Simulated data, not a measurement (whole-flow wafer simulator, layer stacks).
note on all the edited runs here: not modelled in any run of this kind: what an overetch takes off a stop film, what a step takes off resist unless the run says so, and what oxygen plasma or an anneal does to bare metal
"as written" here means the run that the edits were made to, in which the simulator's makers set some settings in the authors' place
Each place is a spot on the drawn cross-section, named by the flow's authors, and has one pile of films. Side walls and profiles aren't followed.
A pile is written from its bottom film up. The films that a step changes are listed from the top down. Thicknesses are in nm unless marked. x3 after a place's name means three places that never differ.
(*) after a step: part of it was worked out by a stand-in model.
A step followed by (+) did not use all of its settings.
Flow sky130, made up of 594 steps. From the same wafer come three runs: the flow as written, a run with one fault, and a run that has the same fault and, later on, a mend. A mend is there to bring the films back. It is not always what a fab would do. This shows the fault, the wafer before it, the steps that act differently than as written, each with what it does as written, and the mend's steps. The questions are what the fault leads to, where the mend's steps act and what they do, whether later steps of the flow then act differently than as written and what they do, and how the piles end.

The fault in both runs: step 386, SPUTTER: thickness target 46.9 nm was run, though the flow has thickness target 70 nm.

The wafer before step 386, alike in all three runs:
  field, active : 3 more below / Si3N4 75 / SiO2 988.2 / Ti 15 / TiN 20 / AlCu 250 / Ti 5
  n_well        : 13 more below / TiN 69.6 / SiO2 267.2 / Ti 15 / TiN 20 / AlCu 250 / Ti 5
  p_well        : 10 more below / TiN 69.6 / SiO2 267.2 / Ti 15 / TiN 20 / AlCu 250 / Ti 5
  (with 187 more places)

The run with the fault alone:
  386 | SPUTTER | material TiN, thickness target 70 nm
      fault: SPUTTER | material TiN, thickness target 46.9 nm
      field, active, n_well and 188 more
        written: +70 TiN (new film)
        fault: +46.9 TiN (new film)
  Steps later in the flow that act otherwise than as written (16 other steps are not shown; they differ only slightly, by no more than 2% or 0.5 nm, whichever is larger):
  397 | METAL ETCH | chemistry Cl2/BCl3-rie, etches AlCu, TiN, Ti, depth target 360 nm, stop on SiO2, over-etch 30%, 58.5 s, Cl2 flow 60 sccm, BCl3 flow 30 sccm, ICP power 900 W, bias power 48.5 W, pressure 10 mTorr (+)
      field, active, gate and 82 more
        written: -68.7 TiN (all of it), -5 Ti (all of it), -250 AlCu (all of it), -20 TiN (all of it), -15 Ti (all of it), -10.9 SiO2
        fault: -45.6 TiN (all of it), -5 Ti (all of it), -250 AlCu (all of it), -20 TiN (all of it), -15 Ti (all of it), -13.2 SiO2
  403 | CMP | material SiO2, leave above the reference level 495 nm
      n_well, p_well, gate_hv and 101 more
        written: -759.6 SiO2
        fault: -736.5 SiO2
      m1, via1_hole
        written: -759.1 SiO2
        fault: -736 SiO2
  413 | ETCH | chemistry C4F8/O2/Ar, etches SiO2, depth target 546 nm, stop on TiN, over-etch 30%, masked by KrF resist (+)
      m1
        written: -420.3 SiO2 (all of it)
        fault: -443.4 SiO2 (all of it)
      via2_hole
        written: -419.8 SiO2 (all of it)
        fault: -442.9 SiO2 (all of it)
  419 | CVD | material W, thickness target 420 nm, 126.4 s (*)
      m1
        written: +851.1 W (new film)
        fault: +874.5 W (new film)
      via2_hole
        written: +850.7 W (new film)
        fault: +874.1 W (new film)
  At n_well, p_well, gate_hv and 103 more, the piles at the end differ from the flow's by more than 2% or 0.5 nm, whichever is larger.
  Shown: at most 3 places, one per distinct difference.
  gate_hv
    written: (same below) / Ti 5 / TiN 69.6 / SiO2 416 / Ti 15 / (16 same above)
    fault: (same below) / Ti 5 / TiN 46.5 / SiO2 439.1 / Ti 15 / (16 same above)
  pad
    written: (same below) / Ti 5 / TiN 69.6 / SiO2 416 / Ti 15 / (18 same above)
    fault: (same below) / Ti 5 / TiN 46.5 / SiO2 439.1 / Ti 15 / (18 same above)
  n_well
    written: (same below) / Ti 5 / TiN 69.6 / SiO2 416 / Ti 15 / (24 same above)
    fault: (same below) / Ti 5 / TiN 46.5 / SiO2 439.1 / Ti 15 / (24 same above)

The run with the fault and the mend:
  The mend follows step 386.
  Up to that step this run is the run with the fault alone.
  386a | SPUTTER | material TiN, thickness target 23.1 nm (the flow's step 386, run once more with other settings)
      field, active, n_well and 188 more
        +23.1 TiN
  Later steps of the flow that are run all act as written at every place that is followed.
  At every place that both follow, the piles at the end match the flow's.
